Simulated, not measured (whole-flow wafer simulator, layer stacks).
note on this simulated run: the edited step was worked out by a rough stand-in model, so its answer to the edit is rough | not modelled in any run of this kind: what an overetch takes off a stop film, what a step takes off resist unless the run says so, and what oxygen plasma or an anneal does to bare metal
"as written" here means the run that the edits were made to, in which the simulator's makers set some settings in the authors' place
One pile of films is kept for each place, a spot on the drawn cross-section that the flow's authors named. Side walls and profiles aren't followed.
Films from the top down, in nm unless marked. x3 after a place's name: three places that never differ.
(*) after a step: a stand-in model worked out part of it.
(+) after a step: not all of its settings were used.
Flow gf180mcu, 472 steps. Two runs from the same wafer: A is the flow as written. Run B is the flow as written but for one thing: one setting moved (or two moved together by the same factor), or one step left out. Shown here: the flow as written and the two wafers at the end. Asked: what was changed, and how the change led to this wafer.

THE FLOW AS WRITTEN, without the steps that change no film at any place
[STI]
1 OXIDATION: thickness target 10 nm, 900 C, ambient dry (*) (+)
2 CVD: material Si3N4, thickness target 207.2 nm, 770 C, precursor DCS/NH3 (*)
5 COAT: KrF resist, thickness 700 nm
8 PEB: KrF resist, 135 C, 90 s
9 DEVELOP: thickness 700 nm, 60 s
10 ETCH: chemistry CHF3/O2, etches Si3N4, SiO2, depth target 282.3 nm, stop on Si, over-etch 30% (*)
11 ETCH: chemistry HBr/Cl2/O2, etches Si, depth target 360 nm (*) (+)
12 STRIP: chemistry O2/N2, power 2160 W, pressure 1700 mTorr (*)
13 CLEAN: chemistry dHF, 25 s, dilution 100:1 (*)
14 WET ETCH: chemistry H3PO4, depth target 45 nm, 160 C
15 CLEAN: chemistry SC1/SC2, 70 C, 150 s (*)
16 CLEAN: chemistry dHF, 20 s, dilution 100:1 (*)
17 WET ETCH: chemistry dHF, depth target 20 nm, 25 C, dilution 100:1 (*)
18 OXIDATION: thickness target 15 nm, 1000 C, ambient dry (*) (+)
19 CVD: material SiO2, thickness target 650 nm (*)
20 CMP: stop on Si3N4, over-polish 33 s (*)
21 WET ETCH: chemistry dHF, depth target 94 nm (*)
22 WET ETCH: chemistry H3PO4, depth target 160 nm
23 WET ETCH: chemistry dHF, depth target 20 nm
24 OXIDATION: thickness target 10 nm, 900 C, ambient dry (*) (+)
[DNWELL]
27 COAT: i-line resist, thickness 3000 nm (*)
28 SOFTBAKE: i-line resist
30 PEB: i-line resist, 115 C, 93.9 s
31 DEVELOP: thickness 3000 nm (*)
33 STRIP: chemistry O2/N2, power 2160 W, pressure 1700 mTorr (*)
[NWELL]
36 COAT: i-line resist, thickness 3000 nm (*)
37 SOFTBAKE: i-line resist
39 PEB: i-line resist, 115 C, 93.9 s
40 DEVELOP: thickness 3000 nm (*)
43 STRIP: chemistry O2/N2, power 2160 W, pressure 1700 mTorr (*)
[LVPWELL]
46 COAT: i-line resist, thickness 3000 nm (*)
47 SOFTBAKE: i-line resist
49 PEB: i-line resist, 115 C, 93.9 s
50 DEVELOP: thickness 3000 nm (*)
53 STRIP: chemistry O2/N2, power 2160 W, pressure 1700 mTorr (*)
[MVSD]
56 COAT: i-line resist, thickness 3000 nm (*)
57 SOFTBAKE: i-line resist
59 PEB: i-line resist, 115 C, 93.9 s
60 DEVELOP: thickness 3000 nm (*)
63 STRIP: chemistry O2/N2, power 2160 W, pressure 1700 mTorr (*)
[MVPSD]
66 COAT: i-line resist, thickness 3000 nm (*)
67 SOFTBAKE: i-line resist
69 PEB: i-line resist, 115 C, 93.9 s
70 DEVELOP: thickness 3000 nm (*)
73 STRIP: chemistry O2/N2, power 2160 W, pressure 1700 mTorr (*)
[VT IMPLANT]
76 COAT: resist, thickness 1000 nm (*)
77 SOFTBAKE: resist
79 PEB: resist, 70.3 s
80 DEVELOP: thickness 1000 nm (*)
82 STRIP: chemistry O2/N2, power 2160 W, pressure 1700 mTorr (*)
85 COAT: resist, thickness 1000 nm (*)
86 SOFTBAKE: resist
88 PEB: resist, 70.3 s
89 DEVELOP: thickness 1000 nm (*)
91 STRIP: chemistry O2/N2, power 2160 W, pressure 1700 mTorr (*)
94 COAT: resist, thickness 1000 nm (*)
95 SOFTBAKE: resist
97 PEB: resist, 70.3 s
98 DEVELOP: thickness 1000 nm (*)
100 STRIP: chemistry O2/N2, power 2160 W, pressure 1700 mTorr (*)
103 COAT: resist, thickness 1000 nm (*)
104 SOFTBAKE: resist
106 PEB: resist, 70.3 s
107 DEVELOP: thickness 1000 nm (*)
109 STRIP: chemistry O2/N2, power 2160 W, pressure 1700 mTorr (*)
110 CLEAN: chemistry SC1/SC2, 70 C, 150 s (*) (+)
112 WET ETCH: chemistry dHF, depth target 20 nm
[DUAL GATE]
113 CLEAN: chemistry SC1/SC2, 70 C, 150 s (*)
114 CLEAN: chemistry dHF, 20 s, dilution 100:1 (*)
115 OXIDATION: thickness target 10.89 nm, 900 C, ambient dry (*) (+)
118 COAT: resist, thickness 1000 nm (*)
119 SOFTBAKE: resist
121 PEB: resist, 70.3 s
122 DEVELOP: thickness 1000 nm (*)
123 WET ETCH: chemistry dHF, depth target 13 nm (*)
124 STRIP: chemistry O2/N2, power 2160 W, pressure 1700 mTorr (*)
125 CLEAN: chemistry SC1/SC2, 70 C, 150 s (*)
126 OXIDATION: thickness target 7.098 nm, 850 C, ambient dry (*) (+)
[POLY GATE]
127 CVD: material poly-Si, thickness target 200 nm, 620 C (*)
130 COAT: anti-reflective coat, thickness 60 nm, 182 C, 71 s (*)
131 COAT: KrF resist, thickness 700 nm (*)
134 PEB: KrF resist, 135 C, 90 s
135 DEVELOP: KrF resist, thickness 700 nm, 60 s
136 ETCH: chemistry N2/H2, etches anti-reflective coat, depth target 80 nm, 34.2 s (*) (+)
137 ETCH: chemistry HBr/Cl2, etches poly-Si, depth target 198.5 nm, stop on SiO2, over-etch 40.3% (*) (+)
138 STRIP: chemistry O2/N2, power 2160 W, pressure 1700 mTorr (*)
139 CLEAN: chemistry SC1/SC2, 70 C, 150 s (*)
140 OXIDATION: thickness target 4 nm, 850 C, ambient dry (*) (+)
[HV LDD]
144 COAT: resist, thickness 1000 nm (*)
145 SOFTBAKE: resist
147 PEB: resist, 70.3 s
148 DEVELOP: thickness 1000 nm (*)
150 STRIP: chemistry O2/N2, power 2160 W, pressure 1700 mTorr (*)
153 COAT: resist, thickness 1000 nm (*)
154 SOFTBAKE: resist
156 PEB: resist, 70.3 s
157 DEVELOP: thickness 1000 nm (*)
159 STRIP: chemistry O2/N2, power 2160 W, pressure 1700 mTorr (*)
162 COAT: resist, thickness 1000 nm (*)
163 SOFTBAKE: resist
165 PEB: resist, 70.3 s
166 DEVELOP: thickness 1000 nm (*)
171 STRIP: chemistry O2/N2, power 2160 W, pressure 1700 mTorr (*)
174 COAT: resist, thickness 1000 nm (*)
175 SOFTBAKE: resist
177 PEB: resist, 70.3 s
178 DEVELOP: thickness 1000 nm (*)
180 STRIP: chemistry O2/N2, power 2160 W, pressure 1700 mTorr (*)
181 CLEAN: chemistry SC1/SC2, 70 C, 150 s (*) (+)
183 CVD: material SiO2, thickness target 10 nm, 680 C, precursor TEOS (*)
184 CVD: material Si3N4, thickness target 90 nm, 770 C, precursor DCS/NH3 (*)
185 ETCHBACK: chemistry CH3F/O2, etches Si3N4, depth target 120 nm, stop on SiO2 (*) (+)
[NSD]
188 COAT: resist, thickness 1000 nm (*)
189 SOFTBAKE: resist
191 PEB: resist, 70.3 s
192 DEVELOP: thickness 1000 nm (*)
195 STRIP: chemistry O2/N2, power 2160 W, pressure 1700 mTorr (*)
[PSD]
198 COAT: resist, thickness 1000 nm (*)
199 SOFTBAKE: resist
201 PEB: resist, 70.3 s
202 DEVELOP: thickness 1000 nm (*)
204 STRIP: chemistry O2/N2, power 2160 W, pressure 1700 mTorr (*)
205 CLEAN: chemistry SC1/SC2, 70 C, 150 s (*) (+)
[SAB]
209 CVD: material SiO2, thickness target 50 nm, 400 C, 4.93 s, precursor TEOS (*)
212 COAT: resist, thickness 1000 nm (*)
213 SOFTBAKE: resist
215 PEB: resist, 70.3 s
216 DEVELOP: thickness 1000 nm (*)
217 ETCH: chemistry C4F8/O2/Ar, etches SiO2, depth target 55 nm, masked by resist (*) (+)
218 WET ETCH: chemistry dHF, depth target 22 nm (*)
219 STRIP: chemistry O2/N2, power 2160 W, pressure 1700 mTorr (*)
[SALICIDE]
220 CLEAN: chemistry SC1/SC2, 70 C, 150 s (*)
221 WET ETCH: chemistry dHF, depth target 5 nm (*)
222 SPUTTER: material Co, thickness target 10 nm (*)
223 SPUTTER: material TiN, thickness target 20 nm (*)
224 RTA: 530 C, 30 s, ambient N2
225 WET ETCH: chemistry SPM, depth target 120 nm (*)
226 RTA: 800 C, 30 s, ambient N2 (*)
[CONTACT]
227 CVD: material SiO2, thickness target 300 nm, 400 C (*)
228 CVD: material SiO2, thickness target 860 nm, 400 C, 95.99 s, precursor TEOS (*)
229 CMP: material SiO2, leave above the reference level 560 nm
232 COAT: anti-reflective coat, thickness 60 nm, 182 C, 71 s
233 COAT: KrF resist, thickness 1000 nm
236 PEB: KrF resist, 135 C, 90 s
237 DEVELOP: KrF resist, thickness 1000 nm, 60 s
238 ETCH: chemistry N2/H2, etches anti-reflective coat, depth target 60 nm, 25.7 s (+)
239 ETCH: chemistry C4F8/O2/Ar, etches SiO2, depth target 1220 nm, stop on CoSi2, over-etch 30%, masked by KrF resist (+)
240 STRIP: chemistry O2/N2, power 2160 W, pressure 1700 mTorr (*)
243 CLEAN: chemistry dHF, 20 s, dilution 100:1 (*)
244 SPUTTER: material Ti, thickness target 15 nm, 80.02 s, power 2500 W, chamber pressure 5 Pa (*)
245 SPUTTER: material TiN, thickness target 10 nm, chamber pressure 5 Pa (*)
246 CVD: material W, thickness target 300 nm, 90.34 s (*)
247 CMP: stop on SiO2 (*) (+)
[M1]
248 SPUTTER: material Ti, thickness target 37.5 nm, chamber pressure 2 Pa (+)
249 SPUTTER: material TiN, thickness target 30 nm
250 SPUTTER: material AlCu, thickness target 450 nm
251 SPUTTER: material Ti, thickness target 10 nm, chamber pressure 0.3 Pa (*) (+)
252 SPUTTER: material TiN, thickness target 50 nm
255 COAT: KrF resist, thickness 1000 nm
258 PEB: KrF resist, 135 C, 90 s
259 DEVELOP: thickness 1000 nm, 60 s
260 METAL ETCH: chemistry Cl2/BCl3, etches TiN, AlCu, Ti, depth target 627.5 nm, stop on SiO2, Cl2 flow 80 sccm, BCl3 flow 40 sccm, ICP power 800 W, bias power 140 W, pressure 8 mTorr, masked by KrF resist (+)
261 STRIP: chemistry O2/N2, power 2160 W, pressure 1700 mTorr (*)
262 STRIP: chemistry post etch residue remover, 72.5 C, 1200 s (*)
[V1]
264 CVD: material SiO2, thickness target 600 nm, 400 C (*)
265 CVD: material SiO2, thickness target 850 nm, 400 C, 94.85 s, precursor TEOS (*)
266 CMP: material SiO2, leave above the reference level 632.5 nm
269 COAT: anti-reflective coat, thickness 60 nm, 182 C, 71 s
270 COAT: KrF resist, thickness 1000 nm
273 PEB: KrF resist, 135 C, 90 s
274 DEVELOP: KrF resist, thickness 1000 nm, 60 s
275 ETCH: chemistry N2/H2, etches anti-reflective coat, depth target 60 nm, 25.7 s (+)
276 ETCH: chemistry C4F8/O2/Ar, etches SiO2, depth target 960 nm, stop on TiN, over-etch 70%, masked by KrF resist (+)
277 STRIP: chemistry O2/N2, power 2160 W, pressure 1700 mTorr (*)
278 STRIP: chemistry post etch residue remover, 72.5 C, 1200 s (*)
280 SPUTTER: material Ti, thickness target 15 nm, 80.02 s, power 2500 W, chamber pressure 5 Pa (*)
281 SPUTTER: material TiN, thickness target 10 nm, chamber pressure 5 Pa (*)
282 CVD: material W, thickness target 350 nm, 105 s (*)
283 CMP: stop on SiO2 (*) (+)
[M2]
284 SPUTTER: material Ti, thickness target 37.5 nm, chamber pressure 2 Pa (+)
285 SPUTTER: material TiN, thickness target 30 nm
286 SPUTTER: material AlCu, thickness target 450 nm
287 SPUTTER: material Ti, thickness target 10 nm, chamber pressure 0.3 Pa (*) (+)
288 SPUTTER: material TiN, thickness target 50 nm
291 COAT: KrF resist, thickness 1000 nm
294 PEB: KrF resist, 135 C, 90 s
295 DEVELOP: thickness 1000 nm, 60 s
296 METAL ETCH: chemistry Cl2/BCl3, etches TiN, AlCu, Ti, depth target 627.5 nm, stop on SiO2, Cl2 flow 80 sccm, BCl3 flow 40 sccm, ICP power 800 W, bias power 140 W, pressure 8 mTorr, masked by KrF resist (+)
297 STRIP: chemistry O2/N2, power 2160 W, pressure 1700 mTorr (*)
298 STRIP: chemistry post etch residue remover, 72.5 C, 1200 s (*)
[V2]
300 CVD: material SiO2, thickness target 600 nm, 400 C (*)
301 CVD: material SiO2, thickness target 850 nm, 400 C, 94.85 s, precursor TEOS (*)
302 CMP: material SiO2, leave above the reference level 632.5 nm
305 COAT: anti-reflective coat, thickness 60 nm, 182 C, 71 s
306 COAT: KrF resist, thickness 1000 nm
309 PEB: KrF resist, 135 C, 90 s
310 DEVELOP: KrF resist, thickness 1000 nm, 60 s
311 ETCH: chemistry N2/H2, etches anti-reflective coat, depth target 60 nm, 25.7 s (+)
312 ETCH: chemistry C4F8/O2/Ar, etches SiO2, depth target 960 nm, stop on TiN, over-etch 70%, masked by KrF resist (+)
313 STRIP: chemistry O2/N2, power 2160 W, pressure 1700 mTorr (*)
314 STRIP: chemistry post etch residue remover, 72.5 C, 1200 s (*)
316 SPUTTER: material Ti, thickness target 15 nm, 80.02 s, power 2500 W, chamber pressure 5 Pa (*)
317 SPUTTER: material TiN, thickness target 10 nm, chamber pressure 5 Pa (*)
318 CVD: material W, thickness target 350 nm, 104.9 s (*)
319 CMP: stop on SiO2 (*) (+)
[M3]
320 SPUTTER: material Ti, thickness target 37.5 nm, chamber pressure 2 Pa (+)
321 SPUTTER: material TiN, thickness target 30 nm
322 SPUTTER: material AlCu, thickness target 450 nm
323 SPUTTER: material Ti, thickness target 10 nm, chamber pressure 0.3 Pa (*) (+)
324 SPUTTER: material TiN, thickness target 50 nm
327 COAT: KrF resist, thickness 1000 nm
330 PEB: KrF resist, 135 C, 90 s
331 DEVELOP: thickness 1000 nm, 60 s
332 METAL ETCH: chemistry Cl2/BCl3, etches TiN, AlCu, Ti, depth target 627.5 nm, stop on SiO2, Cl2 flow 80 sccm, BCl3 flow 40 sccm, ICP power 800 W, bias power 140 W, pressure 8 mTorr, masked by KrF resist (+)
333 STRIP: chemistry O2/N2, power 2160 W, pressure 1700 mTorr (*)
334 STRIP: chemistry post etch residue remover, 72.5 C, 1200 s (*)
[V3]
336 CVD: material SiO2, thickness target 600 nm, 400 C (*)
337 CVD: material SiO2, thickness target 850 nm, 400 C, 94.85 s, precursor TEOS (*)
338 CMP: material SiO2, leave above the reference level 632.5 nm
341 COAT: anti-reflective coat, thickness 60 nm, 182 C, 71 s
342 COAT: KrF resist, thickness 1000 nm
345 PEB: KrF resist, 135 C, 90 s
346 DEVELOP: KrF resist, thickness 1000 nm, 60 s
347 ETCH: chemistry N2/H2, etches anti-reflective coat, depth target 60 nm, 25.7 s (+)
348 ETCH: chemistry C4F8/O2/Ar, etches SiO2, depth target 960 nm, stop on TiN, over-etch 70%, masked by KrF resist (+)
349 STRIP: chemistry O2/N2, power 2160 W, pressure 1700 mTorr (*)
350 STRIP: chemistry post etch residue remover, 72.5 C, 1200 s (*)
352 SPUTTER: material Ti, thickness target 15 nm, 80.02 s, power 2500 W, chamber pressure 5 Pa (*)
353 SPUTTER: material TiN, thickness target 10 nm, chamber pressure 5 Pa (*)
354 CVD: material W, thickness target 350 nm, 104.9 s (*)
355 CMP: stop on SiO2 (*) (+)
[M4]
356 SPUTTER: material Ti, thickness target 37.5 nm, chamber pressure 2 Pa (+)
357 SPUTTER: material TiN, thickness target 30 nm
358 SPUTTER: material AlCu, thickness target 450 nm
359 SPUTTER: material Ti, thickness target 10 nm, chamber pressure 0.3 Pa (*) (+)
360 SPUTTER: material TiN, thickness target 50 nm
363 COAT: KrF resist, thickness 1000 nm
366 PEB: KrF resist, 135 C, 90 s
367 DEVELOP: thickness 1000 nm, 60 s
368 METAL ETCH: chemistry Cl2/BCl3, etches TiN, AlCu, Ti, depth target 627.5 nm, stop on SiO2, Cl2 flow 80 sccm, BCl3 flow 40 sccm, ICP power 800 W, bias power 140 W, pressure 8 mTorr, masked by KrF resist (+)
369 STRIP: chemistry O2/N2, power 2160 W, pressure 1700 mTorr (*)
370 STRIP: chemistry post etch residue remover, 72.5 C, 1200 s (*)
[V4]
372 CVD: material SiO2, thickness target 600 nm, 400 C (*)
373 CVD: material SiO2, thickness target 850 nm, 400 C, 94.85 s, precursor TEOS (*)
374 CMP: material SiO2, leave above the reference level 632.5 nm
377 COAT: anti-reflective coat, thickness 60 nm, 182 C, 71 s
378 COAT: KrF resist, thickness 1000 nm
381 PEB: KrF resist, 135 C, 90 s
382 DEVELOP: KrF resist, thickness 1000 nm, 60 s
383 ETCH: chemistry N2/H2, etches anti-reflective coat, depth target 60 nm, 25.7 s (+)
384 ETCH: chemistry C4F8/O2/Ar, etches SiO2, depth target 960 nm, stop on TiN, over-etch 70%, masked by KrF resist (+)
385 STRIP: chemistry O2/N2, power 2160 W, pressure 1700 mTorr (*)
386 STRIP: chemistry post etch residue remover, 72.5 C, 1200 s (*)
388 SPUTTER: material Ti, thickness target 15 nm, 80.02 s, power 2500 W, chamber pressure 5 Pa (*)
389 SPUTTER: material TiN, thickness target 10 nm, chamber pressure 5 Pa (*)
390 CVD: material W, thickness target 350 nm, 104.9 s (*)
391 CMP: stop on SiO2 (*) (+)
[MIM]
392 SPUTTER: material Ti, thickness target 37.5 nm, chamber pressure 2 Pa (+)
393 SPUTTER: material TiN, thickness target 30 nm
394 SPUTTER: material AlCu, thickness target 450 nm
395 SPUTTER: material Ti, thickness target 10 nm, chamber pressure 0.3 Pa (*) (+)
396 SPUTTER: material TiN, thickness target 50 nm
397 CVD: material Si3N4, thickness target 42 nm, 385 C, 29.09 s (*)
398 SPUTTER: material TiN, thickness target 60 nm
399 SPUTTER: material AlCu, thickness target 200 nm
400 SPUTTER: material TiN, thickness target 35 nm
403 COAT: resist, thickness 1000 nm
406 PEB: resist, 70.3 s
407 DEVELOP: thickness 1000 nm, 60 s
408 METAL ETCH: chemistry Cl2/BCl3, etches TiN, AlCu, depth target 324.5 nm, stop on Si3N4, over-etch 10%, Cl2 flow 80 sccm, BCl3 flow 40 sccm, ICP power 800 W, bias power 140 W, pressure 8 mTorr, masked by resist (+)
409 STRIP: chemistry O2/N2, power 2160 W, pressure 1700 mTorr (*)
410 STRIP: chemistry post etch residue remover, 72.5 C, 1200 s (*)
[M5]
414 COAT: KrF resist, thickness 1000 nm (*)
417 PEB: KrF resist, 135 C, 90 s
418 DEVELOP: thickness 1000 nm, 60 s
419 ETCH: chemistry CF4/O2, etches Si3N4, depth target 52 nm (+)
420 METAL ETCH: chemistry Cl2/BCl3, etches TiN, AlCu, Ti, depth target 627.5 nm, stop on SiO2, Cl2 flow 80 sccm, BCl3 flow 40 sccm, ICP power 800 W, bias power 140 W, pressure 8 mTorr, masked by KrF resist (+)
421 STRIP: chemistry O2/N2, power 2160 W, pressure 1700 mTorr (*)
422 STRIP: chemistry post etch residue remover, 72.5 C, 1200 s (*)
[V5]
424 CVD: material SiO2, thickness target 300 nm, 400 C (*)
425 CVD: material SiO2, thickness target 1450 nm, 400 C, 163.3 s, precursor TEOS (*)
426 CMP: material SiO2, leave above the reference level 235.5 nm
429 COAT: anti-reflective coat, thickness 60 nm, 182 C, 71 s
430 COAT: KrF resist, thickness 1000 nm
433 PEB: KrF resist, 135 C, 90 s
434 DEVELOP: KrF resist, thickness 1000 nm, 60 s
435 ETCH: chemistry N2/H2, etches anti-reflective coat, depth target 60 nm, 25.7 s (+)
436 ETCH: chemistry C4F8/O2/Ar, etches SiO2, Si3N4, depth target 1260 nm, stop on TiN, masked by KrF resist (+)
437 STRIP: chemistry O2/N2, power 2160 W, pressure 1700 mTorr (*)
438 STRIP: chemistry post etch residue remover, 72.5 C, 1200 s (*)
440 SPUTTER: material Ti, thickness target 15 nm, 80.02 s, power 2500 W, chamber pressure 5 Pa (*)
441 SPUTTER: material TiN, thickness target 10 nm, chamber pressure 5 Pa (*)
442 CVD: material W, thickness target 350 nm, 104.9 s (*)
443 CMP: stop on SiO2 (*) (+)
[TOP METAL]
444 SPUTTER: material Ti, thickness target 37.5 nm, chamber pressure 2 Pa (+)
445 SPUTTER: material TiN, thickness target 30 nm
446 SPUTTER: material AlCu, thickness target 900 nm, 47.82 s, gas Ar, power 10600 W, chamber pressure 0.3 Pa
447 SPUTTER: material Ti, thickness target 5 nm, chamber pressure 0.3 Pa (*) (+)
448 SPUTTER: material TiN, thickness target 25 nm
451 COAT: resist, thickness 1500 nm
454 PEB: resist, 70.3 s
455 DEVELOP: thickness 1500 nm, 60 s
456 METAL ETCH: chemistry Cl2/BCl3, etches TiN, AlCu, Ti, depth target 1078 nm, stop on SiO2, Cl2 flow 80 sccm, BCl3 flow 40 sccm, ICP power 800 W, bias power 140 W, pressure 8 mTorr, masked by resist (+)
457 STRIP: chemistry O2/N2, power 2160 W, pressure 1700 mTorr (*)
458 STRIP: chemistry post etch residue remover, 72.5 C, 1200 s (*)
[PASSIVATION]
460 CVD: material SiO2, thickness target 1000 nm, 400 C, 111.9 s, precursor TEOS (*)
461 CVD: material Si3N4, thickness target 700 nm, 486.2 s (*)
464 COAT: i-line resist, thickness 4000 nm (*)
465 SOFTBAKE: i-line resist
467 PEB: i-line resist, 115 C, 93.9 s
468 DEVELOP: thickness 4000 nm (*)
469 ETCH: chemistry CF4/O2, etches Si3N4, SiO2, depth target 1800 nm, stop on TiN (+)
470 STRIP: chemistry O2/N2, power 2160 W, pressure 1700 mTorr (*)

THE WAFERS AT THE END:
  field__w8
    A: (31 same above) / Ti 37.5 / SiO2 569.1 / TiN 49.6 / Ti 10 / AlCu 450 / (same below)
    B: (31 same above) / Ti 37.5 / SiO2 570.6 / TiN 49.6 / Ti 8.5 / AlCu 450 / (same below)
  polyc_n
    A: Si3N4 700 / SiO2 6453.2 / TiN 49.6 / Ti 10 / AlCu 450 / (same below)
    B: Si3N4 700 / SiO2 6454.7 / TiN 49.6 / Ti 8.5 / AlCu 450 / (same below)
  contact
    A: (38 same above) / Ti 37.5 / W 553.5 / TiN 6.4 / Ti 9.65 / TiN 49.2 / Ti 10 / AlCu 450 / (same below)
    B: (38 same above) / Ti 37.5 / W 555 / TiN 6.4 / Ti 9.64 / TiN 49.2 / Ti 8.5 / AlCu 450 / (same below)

The cause: step 251, SPUTTER: thickness target 8.5 nm was run, where the flow has thickness target 10 nm.
It can be read off the wafer: field__w8 has Ti 8.5, and step 251 as written asks for 10 nm.

How the change led to this, step by step:
  251 SPUTTER: material Ti, thickness target 10 nm, chamber pressure 0.3 Pa (*) (+)
      field, field__w1, field__w2 and 108 more: A Ti +10 (new film) | B Ti +8.5 (new film)
  260 METAL ETCH: chemistry Cl2/BCl3, etches TiN, AlCu, Ti, depth target 627.5 nm, stop on SiO2, Cl2 flow 80 sccm, BCl3 flow 40 sccm, ICP power 800 W, bias power 140 W, pressure 8 mTorr, masked by KrF resist (+)
      field, field__w1, field__w2 and 99 more: A TiN -50 (all of it), Ti -10 (all of it), AlCu -450 (all of it), TiN -30 (all of it), Ti -37.5 (all of it) | B TiN -50 (all of it), Ti -8.5 (all of it), AlCu -450 (all of it), TiN -30 (all of it), Ti -37.5 (all of it)
